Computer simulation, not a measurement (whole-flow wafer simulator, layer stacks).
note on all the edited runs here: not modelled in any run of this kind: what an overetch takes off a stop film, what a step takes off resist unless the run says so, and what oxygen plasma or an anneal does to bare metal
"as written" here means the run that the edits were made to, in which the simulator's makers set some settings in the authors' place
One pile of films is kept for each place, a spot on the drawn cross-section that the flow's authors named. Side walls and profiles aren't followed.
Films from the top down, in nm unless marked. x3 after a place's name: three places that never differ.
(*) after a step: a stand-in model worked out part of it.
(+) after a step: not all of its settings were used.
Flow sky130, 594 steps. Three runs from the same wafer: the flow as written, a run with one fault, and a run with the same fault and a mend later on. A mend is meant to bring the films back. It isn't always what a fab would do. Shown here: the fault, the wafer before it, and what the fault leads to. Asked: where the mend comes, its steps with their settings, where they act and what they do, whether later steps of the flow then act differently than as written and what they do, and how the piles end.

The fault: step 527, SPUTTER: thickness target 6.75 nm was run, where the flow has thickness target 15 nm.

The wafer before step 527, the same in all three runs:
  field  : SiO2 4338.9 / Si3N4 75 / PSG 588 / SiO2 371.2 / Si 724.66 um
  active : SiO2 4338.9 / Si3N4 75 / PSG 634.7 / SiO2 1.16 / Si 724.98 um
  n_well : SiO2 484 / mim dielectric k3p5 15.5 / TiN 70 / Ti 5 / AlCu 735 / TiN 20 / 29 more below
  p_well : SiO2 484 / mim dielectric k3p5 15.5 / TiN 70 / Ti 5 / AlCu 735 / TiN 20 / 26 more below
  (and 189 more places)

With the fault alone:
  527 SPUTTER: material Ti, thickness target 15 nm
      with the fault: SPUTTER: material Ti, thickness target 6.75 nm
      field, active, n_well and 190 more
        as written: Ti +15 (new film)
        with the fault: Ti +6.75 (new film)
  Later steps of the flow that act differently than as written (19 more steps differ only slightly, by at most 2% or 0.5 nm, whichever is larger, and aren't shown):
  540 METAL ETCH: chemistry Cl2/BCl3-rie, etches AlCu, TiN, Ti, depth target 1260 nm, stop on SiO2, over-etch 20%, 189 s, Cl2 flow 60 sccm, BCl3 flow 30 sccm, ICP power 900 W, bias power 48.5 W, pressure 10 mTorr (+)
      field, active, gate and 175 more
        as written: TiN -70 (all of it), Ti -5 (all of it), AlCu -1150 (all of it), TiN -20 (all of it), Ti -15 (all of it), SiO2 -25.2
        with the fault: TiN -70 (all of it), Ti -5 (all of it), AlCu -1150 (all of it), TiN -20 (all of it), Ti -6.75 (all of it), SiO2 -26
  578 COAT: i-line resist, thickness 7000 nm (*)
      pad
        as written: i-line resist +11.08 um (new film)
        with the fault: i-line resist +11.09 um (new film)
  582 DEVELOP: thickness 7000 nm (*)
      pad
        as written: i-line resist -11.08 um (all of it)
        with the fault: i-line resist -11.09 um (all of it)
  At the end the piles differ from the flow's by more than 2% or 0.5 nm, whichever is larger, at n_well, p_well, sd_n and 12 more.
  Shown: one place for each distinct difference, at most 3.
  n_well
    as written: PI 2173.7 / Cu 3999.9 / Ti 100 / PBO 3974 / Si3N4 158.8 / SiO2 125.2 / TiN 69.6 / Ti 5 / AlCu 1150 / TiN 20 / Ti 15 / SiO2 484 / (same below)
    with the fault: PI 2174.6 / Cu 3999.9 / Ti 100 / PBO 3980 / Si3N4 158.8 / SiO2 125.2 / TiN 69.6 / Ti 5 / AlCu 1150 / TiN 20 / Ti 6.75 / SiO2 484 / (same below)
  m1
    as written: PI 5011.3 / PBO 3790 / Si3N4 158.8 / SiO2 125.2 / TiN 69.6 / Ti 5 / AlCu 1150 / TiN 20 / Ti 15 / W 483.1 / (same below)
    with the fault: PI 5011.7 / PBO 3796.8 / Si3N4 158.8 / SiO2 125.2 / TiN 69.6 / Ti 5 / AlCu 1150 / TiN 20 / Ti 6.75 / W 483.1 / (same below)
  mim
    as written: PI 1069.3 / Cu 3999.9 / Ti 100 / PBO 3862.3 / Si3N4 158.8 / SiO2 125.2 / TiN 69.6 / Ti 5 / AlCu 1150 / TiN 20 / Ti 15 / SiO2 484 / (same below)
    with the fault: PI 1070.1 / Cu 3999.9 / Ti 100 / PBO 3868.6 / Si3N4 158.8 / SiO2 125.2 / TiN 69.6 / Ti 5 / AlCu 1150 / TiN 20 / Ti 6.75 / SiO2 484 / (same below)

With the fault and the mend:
  The mend comes after step 527.
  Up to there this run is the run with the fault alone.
  527a SPUTTER: material Ti, thickness target 8.25 nm (the flow's step 527 once more, with other settings)
      field, active, n_well and 190 more
        Ti +8.25
  No later step of the flow acts differently than as written at any place that is followed.
  At the end the piles are the same as the flow's at every place that both follow.
